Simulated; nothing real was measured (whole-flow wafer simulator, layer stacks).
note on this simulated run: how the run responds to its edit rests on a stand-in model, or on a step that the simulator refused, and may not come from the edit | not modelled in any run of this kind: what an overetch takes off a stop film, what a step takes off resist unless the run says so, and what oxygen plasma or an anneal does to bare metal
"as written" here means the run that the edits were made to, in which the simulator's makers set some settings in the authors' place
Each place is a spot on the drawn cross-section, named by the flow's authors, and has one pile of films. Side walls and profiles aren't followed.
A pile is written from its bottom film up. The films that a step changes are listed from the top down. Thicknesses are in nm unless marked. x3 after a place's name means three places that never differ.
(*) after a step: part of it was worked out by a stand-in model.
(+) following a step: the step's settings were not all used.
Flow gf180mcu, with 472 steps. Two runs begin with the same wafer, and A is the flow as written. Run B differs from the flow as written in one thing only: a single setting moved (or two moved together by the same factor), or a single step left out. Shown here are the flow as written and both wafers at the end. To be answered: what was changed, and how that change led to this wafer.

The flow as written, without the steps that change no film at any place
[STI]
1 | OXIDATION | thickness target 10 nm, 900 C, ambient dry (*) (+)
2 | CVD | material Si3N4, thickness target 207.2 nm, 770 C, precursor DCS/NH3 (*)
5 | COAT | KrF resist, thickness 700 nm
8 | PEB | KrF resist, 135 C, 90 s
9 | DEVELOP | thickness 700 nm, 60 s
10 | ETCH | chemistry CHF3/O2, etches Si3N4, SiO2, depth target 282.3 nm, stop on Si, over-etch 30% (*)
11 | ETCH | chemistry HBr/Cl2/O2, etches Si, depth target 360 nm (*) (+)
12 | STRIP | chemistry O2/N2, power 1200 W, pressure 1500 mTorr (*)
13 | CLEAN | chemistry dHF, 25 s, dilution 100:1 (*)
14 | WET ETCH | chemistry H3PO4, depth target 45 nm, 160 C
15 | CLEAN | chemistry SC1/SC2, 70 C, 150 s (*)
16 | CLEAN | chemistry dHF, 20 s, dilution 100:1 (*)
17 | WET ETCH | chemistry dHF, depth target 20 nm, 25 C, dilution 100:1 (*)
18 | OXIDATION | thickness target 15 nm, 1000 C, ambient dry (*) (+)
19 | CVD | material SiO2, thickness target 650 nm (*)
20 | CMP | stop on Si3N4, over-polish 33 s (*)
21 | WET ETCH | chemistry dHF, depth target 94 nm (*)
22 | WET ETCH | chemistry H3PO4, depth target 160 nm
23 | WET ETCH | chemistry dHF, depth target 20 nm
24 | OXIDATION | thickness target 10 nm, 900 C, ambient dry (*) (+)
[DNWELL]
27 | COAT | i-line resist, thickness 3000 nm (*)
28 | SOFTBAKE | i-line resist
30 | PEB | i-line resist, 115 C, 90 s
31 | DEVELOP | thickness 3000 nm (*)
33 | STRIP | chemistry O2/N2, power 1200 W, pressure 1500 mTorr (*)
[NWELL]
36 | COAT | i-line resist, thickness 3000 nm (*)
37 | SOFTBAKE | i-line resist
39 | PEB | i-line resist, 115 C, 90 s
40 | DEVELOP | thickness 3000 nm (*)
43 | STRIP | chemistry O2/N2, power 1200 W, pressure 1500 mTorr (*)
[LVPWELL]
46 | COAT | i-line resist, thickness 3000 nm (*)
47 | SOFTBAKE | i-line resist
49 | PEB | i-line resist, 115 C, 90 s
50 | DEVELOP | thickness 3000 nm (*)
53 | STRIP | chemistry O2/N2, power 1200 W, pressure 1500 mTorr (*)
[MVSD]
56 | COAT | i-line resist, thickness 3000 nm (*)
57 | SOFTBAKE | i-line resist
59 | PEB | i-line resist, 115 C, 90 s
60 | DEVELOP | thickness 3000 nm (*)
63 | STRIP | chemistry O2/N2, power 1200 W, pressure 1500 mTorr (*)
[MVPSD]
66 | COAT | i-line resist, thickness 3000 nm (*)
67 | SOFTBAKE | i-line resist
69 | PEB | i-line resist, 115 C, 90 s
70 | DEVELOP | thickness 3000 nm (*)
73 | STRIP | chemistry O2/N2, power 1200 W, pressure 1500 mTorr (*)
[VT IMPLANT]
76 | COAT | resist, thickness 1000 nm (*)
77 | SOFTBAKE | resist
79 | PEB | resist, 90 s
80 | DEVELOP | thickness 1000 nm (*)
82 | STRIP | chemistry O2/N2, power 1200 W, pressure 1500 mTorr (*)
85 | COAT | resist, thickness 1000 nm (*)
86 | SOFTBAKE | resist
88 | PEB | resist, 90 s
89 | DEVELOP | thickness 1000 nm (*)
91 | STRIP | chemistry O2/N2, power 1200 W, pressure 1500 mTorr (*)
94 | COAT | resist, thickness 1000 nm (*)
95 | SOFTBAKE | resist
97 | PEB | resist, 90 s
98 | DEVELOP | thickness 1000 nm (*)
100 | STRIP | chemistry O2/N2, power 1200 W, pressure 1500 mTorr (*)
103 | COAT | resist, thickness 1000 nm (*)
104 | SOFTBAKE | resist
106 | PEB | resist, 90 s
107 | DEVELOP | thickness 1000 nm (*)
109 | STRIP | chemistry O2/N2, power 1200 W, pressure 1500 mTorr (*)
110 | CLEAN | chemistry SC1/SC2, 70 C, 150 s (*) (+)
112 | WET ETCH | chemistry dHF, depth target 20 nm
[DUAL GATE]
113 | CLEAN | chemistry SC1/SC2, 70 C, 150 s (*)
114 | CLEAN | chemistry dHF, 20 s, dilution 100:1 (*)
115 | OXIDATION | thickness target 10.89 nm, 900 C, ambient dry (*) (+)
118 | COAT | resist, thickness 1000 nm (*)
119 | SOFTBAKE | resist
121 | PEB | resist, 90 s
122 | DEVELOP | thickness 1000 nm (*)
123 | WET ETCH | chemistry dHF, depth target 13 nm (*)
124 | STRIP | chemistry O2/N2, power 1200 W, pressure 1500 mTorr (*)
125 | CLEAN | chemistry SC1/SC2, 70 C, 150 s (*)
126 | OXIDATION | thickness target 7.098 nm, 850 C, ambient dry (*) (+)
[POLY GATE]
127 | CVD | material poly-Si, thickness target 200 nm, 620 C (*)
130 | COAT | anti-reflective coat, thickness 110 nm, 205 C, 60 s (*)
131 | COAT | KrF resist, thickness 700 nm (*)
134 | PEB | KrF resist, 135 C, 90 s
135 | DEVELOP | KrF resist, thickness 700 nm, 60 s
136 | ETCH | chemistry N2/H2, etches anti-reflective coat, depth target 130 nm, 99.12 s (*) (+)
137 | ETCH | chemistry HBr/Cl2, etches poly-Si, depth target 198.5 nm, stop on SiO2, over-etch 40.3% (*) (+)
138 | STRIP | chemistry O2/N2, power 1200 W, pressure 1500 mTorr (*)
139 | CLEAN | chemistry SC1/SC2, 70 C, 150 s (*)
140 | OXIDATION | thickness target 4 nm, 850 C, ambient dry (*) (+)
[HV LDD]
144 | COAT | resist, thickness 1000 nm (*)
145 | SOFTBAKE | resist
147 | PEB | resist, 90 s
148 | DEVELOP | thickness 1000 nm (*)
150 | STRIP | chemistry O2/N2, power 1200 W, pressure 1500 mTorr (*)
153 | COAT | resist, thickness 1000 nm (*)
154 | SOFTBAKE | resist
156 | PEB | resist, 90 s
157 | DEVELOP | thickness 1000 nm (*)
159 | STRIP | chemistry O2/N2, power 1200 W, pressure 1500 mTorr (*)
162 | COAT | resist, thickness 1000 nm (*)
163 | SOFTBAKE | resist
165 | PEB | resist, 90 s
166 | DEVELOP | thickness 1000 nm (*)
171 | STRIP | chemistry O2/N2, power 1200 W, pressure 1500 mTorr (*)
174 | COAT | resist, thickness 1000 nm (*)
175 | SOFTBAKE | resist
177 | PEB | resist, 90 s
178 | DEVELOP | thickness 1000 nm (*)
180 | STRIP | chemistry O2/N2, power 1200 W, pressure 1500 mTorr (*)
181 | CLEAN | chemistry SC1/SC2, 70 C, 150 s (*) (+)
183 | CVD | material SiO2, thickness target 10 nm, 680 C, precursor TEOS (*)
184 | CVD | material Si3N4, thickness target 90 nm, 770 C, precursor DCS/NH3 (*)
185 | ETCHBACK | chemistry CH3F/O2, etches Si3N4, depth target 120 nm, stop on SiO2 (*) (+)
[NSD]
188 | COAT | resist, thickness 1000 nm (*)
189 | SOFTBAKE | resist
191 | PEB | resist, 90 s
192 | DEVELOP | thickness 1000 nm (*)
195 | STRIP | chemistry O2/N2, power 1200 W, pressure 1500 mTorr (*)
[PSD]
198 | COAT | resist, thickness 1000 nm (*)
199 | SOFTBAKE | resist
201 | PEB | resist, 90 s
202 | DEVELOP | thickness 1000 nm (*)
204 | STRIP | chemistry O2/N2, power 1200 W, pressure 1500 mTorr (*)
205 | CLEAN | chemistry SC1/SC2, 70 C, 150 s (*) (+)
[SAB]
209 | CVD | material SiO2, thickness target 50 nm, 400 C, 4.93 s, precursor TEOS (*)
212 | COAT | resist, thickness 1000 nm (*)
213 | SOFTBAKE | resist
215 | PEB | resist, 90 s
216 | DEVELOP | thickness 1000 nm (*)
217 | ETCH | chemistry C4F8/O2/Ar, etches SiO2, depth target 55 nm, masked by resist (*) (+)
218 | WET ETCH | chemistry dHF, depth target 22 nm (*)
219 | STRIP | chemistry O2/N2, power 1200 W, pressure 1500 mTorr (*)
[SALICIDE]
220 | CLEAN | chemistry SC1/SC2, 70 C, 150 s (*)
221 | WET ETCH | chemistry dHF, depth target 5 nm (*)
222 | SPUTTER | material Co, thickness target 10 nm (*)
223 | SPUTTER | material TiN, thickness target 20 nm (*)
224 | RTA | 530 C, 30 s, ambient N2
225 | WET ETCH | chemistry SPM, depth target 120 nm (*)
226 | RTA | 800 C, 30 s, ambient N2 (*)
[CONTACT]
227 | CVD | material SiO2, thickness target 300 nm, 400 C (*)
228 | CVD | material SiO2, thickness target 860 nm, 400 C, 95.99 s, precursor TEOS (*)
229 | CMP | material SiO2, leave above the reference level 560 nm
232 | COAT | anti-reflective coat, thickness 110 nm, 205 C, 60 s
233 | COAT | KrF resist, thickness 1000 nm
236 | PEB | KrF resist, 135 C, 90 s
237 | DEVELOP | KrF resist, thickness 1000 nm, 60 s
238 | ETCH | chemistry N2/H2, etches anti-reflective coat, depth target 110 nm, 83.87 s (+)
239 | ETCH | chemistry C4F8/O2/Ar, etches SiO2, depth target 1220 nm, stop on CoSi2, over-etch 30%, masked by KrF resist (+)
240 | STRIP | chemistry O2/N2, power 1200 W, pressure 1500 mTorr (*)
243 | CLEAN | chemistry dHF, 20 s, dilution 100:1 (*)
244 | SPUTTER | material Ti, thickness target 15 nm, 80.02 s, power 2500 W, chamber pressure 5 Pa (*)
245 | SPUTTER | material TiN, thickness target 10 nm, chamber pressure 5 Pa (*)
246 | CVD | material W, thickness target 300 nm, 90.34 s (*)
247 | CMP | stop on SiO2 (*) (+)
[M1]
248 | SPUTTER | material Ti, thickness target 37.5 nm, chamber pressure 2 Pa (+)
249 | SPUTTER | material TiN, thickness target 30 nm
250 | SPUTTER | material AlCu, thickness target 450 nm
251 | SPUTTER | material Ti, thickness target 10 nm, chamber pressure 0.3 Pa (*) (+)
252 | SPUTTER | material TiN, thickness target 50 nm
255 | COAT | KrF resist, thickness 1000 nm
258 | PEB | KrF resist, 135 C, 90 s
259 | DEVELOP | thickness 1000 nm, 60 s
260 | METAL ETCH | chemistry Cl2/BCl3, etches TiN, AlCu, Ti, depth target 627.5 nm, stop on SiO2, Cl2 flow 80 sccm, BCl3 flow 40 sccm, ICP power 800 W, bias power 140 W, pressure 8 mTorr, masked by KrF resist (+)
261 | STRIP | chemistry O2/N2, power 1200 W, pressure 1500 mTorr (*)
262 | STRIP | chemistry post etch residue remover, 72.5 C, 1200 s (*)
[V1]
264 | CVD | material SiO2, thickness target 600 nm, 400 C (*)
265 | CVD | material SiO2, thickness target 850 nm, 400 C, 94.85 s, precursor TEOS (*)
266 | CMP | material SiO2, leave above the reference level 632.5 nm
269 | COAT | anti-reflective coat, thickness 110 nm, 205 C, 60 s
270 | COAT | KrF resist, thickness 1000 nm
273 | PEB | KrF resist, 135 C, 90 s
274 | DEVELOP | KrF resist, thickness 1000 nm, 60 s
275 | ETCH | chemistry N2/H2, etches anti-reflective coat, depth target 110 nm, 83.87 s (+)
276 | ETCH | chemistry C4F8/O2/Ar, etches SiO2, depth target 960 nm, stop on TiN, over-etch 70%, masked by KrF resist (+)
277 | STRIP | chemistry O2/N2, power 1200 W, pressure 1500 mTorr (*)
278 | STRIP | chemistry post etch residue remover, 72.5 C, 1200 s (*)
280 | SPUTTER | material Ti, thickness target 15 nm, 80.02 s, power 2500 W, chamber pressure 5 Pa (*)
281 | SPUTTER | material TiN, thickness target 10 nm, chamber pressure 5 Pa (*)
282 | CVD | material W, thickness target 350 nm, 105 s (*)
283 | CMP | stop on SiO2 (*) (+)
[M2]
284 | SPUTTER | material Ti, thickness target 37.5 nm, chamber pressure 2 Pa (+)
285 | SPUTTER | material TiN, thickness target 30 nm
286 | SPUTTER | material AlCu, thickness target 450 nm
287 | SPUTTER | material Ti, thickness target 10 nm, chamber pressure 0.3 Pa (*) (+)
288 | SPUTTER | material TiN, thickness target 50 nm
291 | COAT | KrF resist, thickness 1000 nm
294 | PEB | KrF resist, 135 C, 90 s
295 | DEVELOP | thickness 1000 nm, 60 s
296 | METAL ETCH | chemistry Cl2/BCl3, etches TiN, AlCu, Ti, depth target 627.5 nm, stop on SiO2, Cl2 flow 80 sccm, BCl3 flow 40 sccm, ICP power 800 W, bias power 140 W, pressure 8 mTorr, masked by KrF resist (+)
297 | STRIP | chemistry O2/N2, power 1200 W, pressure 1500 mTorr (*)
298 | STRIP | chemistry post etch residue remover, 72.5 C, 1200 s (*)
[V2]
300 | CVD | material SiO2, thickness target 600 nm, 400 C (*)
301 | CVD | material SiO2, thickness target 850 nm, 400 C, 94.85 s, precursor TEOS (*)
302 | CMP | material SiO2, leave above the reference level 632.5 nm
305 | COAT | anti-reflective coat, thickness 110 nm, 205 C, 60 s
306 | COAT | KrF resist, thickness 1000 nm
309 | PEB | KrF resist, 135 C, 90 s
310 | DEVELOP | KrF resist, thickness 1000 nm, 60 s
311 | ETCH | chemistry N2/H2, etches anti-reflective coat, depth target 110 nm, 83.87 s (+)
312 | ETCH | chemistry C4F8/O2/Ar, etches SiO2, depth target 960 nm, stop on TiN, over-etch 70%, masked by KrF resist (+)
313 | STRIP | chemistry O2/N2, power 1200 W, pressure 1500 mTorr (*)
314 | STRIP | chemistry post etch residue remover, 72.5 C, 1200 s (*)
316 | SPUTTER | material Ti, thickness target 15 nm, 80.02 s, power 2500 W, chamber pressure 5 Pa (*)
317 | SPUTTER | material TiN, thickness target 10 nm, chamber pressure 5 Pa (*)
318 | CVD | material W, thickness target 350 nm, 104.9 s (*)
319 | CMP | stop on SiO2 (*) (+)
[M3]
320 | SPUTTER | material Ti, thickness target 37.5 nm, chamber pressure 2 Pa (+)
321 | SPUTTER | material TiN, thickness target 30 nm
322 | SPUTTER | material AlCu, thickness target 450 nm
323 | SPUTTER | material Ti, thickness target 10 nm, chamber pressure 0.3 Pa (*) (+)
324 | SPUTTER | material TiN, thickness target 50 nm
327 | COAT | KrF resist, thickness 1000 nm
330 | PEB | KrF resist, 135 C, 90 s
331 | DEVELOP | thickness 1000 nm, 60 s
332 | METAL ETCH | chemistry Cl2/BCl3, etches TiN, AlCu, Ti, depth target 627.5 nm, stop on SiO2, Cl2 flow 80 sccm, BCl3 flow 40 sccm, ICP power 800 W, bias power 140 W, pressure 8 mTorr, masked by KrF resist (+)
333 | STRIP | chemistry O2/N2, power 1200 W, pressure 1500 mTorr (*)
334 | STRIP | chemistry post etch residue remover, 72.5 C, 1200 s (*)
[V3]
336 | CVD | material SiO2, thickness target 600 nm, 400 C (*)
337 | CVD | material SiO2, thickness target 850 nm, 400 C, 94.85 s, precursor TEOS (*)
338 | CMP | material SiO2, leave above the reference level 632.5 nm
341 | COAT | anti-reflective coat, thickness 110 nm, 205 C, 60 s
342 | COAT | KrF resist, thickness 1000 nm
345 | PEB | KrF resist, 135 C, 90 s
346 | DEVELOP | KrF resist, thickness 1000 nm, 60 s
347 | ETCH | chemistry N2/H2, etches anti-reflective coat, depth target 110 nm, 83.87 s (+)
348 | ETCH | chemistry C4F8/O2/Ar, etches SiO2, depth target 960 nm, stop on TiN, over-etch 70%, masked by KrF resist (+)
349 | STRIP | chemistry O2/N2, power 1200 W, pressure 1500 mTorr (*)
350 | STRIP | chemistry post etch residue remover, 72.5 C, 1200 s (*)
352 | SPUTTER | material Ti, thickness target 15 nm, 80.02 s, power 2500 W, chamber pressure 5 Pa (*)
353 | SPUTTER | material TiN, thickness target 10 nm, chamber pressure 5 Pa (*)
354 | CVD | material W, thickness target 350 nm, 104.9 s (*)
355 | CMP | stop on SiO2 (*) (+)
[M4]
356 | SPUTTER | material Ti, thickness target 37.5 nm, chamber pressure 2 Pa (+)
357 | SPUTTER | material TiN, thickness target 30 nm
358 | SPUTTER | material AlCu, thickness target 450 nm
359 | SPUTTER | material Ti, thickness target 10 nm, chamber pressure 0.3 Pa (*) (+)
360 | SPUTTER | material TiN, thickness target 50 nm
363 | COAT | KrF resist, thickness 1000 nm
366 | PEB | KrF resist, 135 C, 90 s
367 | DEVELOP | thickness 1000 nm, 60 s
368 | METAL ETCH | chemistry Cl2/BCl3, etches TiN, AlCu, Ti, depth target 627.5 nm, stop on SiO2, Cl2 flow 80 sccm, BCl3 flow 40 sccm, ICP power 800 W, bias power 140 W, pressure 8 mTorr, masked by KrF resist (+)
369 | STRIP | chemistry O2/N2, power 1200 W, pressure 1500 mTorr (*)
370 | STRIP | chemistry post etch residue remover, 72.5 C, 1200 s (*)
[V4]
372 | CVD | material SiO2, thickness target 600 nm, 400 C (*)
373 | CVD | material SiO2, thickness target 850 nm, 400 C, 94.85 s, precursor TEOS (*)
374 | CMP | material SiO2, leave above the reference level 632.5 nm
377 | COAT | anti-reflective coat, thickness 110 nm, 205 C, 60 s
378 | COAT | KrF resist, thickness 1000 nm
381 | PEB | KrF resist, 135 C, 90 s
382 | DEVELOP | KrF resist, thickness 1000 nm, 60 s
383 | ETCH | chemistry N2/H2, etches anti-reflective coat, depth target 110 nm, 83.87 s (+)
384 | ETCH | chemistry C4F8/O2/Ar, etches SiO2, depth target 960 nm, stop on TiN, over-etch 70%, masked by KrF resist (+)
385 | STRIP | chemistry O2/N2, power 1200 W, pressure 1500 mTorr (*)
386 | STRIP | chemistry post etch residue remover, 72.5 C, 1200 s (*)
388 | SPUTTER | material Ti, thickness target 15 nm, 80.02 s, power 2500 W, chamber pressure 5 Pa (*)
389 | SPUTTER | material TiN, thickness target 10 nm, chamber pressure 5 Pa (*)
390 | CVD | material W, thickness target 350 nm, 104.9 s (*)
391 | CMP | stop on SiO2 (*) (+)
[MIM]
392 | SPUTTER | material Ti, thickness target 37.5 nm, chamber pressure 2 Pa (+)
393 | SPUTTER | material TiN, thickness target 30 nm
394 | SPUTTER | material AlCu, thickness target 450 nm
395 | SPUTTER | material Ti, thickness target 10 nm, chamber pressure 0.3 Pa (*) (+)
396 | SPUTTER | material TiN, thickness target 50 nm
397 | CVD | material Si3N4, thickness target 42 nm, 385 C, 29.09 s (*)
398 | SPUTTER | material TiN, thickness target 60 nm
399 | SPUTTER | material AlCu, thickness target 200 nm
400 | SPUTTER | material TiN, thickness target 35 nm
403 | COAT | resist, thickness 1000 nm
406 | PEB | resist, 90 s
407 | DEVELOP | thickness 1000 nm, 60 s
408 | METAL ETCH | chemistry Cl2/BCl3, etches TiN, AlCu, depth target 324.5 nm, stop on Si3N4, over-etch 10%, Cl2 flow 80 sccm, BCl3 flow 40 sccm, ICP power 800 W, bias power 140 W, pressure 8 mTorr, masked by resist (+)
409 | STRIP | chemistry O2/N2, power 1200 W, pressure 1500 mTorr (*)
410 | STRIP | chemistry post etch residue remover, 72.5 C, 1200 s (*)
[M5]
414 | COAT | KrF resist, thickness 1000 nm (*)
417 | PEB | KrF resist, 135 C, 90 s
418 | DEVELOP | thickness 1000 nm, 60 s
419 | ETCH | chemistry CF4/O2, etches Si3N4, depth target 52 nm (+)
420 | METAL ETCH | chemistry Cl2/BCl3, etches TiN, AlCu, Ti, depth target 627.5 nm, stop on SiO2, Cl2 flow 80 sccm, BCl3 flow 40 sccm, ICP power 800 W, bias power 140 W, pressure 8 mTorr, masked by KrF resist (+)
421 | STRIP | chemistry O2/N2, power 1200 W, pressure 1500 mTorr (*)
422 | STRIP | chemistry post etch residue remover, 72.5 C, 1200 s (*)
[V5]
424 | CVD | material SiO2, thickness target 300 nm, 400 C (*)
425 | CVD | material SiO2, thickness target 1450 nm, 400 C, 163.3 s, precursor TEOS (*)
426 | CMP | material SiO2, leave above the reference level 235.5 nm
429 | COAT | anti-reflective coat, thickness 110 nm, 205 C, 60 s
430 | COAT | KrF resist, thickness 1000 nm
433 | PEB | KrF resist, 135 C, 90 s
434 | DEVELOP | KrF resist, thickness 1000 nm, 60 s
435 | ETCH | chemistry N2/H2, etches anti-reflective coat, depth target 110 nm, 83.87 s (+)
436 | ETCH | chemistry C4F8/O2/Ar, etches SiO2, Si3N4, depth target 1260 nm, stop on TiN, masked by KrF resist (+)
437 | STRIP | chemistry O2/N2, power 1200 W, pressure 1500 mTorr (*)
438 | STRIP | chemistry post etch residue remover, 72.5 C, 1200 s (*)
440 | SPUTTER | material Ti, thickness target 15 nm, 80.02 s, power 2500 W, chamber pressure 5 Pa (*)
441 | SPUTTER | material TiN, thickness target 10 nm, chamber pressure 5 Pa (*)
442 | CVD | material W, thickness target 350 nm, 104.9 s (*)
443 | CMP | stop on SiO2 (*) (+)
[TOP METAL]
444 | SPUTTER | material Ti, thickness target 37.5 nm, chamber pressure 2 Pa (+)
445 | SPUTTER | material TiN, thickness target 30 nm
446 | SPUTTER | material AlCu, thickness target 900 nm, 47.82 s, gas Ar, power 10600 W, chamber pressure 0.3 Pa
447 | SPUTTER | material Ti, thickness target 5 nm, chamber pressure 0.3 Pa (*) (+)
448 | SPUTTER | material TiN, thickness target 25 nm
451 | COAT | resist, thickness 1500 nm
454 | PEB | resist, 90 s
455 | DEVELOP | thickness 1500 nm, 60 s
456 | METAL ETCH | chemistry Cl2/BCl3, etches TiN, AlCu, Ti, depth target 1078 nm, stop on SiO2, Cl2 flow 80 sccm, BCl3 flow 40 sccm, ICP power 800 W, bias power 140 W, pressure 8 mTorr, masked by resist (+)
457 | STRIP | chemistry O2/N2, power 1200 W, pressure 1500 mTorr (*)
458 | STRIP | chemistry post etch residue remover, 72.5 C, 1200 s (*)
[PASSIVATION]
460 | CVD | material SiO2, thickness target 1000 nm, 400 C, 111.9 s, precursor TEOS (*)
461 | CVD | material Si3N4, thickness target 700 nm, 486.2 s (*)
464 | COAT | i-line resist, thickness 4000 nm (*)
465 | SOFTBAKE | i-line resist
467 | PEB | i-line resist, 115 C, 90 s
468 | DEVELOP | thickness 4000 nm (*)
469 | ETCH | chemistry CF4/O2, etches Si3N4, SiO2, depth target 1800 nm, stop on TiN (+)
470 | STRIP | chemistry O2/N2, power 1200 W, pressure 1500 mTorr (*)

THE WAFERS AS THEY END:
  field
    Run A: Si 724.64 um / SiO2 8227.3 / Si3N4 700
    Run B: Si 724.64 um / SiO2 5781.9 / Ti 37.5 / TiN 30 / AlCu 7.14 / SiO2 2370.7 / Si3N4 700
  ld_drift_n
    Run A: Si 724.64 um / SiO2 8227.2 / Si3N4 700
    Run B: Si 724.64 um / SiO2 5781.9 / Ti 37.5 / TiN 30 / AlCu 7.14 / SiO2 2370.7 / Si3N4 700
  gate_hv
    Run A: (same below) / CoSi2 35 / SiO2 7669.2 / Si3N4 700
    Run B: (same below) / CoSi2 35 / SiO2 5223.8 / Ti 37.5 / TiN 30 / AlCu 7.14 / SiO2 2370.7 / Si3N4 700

The reason: step 420, METAL ETCH: depth target 495.7 nm was run, while the flow as written has depth target 627.5 nm.

Step by step, how the change led to this:
  420 | METAL ETCH | chemistry Cl2/BCl3, etches TiN, AlCu, Ti, depth target 627.5 nm, stop on SiO2, Cl2 flow 80 sccm, BCl3 flow 40 sccm, ICP power 800 W, bias power 140 W, pressure 8 mTorr, masked by KrF resist (+)
      field, field__w1, field__w2 and 101 more: A -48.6 TiN (all of it), -10 Ti (all of it), -450 AlCu (all of it), -30 TiN (all of it), -37.5 Ti (all of it) | B -48.6 TiN (all of it), -10 Ti (all of it), -437.1 AlCu
      field__w4, field__w8, contact, m1, m1__w1, mim, mim_1p0, m1_nw: A -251 KrF resist | B -198.3 KrF resist
  421 | STRIP | chemistry O2/N2, power 1200 W, pressure 1500 mTorr (*)
      field__w8, m1__w1: A -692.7 KrF resist (all of it) | B -745.4 KrF resist (all of it)
      contact, m1: A -693.2 KrF resist (all of it) | B -745.9 KrF resist (all of it)
      (and at 4 other places as well)
  422 | STRIP | chemistry post etch residue remover, 72.5 C, 1200 s (*)
      field, field__w1, field__w2 and 101 more: A nothing | B -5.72 AlCu
  424 | CVD | material SiO2, thickness target 300 nm, 400 C (*)
      field, field__w1, field__w2 and 101 more: A +300 SiO2 | B +300 SiO2 (new film)
  426 | CMP | material SiO2, leave above the reference level 235.5 nm
      field, field__w1, field__w5 and 92 more: A -300.8 SiO2 | B -375.5 SiO2
      field__w2, field__w3, field__w12 and 6 more: A -272.7 SiO2 | B -350.7 SiO2
With metal films that touch counted as one body, field has 1 body; the flow as written gives 0 bodies.
With metal films that touch counted as one body, ld_drift_n has 1 body; the flow as written gives 0 bodies.
With metal films that touch counted as one body, gate_hv has 2 bodies (between them, from the top down: SiO2 5223.8); the flow as written gives 1 body.
